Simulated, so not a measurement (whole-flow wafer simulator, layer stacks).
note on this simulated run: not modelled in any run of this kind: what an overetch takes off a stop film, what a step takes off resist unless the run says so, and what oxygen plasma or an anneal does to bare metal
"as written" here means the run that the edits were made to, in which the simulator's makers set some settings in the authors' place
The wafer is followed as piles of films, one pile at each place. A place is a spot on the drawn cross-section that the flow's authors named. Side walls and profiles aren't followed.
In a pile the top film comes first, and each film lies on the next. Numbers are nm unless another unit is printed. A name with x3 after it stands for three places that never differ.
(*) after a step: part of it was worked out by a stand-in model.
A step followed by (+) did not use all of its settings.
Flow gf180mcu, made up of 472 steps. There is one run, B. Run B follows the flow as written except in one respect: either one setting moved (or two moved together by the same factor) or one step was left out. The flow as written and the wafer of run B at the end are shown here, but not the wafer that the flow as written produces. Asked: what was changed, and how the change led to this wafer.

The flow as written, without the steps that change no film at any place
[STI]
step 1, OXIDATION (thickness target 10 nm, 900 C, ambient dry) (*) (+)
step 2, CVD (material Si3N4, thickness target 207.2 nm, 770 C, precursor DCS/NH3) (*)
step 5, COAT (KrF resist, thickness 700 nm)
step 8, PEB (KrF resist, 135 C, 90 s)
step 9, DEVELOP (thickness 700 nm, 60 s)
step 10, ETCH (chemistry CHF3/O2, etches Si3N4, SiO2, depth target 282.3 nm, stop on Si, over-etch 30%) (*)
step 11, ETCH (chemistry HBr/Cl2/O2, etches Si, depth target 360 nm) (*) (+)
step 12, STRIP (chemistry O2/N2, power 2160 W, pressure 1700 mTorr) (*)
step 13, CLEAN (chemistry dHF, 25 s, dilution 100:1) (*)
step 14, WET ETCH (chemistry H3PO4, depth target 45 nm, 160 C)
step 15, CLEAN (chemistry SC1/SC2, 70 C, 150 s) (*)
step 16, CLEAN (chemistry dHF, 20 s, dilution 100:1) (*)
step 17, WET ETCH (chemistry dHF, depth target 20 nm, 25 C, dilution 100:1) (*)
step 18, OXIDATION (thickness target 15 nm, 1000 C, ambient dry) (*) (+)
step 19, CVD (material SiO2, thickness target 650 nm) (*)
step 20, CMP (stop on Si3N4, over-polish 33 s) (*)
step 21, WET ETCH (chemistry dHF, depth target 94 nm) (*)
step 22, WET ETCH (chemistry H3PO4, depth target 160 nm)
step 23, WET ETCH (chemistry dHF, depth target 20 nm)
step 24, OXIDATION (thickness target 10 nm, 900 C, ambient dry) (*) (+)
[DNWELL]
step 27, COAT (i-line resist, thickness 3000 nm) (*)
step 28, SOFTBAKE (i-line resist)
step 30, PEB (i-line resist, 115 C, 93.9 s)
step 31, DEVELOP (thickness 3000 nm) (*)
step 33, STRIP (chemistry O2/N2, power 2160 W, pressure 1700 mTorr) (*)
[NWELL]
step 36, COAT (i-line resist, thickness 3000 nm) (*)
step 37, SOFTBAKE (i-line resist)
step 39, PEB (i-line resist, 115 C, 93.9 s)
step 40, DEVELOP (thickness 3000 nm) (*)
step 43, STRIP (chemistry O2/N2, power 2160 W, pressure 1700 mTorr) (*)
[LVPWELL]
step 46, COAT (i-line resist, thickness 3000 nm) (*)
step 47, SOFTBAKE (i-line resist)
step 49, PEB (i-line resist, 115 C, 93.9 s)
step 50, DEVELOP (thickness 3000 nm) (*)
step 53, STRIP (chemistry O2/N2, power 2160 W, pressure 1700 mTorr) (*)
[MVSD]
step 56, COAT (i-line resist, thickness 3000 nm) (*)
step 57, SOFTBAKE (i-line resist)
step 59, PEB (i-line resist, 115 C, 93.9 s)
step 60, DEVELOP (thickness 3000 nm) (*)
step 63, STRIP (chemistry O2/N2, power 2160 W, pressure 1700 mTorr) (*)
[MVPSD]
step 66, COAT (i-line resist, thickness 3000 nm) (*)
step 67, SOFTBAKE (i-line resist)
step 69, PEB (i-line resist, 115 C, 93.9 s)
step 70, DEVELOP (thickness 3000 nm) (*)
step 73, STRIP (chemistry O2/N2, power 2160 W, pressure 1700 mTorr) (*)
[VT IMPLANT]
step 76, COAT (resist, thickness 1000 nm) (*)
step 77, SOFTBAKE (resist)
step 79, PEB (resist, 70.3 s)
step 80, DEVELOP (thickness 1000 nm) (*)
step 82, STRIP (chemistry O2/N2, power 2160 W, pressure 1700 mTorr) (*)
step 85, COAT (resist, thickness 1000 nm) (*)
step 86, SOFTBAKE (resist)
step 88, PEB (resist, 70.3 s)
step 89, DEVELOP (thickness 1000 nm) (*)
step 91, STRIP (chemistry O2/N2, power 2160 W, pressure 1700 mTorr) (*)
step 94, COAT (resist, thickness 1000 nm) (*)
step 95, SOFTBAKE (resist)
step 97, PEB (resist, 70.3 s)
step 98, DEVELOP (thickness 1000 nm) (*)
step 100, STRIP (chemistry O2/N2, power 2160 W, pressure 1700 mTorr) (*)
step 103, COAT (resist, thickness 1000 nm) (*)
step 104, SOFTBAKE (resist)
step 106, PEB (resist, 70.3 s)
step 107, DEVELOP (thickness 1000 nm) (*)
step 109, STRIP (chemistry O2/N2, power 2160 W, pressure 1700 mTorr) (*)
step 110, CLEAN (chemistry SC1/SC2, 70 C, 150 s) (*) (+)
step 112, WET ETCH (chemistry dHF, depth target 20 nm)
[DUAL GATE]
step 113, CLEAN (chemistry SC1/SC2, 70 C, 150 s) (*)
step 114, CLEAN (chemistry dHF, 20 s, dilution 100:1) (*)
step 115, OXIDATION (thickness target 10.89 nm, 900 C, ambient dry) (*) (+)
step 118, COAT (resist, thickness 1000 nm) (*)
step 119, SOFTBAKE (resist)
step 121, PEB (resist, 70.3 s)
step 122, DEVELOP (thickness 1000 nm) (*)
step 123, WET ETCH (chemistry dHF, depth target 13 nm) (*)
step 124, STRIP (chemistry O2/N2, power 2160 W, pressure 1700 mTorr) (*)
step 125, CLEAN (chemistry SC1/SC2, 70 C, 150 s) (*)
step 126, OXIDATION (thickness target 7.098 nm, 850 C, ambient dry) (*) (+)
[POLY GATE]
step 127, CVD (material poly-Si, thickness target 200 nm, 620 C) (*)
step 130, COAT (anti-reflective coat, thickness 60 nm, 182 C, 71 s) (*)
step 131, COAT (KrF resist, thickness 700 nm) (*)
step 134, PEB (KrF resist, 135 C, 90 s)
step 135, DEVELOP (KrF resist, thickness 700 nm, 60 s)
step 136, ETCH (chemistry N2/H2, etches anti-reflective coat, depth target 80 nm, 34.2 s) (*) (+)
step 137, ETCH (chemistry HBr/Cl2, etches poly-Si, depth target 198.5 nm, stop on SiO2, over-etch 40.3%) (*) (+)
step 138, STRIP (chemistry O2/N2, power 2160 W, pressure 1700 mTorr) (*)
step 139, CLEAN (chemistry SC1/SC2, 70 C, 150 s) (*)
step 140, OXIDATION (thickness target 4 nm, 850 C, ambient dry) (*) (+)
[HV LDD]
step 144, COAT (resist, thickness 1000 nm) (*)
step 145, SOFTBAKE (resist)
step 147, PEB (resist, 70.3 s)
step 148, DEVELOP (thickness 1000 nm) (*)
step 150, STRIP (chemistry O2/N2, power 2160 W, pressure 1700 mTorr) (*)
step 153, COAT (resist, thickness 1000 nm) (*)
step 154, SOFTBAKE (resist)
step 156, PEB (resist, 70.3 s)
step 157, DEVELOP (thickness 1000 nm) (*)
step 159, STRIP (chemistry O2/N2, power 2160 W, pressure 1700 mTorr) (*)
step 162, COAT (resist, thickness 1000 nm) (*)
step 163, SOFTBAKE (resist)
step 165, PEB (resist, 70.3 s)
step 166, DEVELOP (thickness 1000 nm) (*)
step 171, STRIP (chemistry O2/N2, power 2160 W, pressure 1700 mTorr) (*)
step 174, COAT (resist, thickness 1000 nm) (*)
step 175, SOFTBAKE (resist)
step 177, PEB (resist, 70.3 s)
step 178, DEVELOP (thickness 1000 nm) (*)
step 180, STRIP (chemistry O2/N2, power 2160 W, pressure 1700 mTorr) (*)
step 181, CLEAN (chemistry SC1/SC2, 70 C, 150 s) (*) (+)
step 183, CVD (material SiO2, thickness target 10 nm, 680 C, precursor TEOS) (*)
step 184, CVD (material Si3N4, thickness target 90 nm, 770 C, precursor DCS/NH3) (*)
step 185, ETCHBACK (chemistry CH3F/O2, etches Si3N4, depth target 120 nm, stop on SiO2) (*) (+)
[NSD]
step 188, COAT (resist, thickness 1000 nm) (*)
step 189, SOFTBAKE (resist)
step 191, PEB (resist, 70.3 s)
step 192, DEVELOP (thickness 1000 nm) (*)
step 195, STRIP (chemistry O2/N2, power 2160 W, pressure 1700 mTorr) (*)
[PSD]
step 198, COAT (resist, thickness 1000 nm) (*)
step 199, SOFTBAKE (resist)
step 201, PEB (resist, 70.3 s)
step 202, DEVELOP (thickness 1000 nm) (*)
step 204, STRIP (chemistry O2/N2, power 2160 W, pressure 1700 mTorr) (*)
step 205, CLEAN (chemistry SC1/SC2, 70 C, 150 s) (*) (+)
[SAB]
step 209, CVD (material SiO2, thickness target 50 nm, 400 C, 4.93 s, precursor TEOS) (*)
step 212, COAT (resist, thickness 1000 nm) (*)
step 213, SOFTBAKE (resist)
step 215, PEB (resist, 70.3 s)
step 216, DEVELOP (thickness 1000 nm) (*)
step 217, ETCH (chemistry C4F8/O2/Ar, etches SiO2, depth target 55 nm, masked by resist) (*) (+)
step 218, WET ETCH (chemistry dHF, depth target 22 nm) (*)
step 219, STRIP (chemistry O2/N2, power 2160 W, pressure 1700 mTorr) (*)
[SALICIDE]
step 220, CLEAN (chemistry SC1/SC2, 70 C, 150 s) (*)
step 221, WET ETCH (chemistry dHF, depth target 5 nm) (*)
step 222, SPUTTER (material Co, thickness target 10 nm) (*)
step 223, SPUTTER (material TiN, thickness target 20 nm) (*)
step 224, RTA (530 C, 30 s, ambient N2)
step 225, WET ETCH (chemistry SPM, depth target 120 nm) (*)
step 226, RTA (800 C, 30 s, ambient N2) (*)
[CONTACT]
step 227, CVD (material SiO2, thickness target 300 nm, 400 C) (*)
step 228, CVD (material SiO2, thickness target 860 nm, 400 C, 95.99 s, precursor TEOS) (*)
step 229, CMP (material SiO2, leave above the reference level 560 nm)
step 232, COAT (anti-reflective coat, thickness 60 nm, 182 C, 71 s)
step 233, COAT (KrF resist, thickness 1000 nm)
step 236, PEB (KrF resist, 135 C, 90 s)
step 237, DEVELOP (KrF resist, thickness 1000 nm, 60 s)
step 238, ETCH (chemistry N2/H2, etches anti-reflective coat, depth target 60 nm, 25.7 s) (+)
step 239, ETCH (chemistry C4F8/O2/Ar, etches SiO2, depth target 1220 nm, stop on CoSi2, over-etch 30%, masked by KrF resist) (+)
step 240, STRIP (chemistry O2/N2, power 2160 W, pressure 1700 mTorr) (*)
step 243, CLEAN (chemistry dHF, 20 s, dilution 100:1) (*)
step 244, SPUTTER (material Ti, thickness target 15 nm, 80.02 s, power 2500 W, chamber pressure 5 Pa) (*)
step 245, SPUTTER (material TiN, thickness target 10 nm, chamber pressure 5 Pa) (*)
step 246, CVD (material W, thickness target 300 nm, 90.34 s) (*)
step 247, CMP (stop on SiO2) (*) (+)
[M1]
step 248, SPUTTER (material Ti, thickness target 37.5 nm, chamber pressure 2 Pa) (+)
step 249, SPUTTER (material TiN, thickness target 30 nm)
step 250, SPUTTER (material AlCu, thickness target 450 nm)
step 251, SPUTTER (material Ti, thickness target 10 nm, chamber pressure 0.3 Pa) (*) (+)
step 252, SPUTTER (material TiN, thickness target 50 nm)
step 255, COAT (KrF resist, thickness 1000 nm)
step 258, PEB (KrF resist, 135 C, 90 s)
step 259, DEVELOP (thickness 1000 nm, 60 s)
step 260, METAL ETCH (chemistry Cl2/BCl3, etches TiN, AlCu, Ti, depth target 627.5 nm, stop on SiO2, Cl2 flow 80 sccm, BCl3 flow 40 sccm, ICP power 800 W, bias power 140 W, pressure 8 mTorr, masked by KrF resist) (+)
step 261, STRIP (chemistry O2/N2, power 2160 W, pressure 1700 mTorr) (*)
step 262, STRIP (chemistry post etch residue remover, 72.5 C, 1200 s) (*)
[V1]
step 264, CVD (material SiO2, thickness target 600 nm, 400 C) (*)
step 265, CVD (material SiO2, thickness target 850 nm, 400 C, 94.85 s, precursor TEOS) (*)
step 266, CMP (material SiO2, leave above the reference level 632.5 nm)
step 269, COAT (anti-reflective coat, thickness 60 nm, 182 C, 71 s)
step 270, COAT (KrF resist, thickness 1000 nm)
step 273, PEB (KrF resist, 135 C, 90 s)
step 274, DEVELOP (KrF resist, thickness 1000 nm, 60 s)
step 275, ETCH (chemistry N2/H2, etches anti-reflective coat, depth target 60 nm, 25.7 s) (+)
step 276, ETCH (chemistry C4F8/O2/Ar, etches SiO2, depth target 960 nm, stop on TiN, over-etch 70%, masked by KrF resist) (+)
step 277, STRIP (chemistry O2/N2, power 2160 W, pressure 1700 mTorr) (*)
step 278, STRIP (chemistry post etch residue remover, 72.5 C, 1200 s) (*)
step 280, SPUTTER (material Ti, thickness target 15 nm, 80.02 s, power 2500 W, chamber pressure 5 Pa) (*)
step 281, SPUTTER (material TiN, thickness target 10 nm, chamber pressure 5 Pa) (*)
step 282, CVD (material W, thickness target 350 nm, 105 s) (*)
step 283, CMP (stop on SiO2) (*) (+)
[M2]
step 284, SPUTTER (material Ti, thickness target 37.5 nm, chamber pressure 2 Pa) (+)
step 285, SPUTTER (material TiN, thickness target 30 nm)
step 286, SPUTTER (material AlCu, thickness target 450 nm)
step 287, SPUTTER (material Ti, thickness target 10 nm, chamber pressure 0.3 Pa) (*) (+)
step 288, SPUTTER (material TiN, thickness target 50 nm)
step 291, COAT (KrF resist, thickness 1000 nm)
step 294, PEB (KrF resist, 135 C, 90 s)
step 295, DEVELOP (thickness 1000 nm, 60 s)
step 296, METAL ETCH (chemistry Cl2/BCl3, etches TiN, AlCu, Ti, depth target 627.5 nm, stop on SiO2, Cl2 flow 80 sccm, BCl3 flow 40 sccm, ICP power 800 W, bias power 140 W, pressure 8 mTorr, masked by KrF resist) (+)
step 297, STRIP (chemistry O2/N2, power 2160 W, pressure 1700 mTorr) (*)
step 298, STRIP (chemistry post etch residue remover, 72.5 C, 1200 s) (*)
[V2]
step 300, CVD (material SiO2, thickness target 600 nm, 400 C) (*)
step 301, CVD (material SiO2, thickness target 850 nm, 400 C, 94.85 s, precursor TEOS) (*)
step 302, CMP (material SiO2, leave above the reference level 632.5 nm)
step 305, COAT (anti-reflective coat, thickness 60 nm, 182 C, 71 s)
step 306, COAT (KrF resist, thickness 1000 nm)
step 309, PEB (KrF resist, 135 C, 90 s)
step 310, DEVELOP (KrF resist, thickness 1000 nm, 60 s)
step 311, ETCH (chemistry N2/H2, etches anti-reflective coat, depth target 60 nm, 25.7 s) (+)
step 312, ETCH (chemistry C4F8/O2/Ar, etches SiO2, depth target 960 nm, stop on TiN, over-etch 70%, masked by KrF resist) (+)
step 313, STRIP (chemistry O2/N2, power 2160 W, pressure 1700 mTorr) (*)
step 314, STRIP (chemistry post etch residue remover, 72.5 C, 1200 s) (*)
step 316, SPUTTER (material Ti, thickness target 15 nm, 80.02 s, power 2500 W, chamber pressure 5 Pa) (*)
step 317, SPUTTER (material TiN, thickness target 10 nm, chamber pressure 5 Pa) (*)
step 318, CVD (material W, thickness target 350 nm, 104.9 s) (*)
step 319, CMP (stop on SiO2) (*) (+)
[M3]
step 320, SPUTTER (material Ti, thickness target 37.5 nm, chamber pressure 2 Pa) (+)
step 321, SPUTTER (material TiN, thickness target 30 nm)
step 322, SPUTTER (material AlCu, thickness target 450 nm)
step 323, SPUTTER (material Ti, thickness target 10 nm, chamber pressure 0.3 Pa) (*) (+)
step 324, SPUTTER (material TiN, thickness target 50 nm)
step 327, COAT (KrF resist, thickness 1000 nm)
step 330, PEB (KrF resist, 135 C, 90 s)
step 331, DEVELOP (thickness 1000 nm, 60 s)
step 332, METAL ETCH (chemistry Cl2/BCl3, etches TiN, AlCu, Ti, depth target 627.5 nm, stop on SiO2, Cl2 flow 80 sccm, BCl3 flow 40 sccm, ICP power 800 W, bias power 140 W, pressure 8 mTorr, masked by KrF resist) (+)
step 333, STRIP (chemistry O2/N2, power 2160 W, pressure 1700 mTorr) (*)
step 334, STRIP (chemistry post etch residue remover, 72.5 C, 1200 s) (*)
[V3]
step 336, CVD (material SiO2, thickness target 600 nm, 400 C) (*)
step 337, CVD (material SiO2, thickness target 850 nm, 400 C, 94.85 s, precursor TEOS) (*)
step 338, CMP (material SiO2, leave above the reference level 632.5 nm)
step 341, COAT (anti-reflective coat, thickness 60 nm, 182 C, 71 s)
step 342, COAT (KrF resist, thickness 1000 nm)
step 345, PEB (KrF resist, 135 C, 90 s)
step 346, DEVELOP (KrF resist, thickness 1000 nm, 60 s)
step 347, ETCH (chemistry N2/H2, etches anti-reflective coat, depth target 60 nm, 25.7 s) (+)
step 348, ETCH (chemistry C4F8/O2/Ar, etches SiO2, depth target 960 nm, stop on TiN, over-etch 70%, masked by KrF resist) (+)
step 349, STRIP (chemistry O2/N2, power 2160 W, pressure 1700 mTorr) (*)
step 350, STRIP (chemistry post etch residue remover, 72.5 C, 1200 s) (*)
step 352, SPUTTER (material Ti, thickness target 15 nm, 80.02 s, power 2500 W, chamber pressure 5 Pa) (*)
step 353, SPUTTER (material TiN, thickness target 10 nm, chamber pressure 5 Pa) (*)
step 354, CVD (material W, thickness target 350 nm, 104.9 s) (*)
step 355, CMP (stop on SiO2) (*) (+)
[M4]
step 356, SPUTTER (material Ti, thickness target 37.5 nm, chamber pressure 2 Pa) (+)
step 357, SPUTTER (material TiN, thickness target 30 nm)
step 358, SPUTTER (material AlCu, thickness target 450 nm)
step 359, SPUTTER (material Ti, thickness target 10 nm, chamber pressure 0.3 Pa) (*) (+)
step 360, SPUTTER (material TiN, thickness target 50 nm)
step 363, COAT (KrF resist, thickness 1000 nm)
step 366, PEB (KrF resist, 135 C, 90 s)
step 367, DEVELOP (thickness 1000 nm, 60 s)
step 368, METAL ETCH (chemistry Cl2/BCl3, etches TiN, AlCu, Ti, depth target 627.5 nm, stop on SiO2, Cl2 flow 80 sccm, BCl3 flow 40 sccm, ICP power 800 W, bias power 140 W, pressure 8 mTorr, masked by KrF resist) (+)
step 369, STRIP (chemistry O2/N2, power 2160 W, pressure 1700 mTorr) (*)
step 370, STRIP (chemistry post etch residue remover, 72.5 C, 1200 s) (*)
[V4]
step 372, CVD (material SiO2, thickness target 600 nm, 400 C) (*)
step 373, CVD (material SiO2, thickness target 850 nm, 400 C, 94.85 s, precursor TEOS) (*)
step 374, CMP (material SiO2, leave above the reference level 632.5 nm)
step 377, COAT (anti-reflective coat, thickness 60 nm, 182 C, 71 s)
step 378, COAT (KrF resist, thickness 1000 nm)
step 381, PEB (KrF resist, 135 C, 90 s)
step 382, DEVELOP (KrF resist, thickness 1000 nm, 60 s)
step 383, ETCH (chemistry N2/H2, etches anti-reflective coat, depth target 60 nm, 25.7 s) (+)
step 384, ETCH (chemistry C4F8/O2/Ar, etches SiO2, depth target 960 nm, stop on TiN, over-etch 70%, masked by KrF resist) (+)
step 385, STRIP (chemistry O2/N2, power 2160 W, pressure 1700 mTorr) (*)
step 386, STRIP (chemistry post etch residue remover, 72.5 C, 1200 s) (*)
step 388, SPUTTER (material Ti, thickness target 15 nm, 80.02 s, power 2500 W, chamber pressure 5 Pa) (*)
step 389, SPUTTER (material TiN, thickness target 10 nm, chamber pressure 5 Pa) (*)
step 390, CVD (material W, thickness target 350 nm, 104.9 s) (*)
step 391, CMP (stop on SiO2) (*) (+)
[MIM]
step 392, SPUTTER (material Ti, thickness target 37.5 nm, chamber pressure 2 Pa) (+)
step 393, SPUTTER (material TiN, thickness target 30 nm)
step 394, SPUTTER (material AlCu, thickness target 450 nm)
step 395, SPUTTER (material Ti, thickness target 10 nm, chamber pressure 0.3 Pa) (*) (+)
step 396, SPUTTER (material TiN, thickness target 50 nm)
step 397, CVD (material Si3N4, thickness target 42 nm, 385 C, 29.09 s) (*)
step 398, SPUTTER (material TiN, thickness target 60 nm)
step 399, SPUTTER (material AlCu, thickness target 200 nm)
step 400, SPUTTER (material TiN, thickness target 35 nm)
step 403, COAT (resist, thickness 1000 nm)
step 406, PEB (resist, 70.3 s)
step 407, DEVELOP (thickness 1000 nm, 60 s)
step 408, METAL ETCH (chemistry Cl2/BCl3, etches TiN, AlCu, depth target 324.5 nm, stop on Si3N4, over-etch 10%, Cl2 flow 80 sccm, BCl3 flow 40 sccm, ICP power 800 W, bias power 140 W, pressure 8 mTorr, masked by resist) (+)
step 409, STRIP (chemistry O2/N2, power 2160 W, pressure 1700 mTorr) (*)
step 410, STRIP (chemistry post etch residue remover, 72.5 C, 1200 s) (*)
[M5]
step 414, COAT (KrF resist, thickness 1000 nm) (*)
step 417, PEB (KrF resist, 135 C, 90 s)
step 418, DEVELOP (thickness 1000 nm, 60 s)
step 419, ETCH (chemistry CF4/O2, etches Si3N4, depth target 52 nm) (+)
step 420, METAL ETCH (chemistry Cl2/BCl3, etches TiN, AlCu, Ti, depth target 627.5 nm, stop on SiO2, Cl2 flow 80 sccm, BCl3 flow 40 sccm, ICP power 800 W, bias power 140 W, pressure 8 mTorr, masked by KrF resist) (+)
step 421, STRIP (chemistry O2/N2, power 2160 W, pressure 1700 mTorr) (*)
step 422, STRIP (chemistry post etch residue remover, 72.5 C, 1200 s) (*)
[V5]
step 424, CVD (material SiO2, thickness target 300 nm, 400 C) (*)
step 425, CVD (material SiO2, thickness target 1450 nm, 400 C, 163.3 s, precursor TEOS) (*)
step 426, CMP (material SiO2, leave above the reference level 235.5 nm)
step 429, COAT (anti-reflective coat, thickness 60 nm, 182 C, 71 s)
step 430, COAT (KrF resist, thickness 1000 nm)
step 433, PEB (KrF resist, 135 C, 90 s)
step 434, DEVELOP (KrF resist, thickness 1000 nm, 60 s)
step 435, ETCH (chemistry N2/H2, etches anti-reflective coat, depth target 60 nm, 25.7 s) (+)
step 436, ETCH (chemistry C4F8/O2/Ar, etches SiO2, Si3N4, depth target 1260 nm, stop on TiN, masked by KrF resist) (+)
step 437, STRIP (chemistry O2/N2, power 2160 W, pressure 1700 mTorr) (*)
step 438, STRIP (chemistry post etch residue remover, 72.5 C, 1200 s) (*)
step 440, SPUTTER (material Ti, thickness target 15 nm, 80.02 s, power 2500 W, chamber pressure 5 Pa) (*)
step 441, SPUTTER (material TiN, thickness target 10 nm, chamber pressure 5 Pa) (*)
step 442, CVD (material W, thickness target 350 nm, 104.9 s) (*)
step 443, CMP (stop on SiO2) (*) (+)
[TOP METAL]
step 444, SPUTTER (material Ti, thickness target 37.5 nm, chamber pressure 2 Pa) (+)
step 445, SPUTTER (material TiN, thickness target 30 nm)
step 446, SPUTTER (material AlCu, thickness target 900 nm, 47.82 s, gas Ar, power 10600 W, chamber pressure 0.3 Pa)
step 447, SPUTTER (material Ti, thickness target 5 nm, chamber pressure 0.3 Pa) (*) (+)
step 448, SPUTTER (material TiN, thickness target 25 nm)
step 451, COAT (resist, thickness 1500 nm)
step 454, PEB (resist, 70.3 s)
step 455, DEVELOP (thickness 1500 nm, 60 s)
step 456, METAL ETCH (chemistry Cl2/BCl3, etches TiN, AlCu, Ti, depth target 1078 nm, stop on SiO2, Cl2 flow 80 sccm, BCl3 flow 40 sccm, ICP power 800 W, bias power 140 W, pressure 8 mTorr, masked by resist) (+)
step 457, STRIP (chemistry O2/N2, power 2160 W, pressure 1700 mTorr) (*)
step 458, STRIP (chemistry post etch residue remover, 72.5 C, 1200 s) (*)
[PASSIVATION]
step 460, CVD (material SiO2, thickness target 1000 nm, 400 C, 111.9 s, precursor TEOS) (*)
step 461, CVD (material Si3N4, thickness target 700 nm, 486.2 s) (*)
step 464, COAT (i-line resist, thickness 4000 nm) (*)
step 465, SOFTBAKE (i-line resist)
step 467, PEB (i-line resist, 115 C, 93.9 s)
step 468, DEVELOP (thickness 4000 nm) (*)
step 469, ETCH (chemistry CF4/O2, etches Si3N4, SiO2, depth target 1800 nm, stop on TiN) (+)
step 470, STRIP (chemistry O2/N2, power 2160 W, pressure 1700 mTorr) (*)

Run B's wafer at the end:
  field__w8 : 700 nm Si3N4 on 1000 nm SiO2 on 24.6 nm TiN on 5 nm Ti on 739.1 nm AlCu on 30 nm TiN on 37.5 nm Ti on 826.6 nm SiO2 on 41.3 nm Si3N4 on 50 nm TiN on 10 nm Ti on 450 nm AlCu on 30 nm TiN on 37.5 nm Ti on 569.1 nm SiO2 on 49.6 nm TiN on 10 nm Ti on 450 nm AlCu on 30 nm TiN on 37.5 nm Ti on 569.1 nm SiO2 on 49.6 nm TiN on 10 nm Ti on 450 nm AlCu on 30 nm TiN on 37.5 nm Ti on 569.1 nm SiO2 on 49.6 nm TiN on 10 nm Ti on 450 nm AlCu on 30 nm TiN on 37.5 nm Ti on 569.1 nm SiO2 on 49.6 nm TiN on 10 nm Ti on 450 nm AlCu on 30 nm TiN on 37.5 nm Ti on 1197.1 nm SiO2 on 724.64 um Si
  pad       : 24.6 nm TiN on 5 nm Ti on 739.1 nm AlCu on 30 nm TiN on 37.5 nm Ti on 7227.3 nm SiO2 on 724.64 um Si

Cause: step 446, SPUTTER: 39.45 s was run, while the flow as written has 47.82 s.

The path from the change to this, step by step:
  step 446, SPUTTER (material AlCu, thickness target 900 nm, 47.82 s, gas Ar, power 10600 W, chamber pressure 0.3 Pa)
      field, field__w1, field__w2 and 109 more: +739.1 AlCu (new film) (in the flow as written it would be: +900 AlCu (new film))
  step 456, METAL ETCH (chemistry Cl2/BCl3, etches TiN, AlCu, Ti, depth target 1078 nm, stop on SiO2, Cl2 flow 80 sccm, BCl3 flow 40 sccm, ICP power 800 W, bias power 140 W, pressure 8 mTorr, masked by resist) (+)
      field, field__w1, field__w2 and 103 more: -25 TiN (all of it), -5 Ti (all of it), -739.1 AlCu (all of it), -30 TiN (all of it), -37.5 Ti (all of it) (in the flow as written it would be: -25 TiN (all of it), -5 Ti (all of it), -900 AlCu (all of it), -30 TiN (all of it), -37.5 Ti (all of it))
  step 464, COAT (i-line resist, thickness 4000 nm) (*)
      field__w8: +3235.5 i-line resist (new film) (in the flow as written it would be: +3093.1 i-line resist (new film))
      contact: +3281 i-line resist (new film) (in the flow as written it would be: +3153.6 i-line resist (new film))
      (and at 4 other places as well)
  step 465, SOFTBAKE (i-line resist)
      field__w11, field__w13: +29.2 i-line resist (in the flow as written it would be: +37.6 i-line resist)
      ld_fp_p, ld_drift_p: +26.3 i-line resist (in the flow as written it would be: +33.8 i-line resist)
      (and at 65 other places as well)
  step 467, PEB (i-line resist, 115 C, 93.9 s)
      field__w8, m1__w1: -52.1 i-line resist (in the flow as written it would be: -49.2 i-line resist)
      contact, m1: -52.4 i-line resist (in the flow as written it would be: -49.6 i-line resist)
      (and at 2 other places as well)
  step 468, DEVELOP (thickness 4000 nm) (*)
      pad: -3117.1 i-line resist (all of it) (in the flow as written it would be: -2960.4 i-line resist (all of it))
  step 470, STRIP (chemistry O2/N2, power 2160 W, pressure 1700 mTorr) (*)
      field__w8, m1__w1: -1930.1 i-line resist (all of it) (in the flow as written it would be: -1775.9 i-line resist (all of it))
      contact: -1947 i-line resist (all of it) (in the flow as written it would be: -1798.3 i-line resist (all of it))
      (and at 2 other places as well)
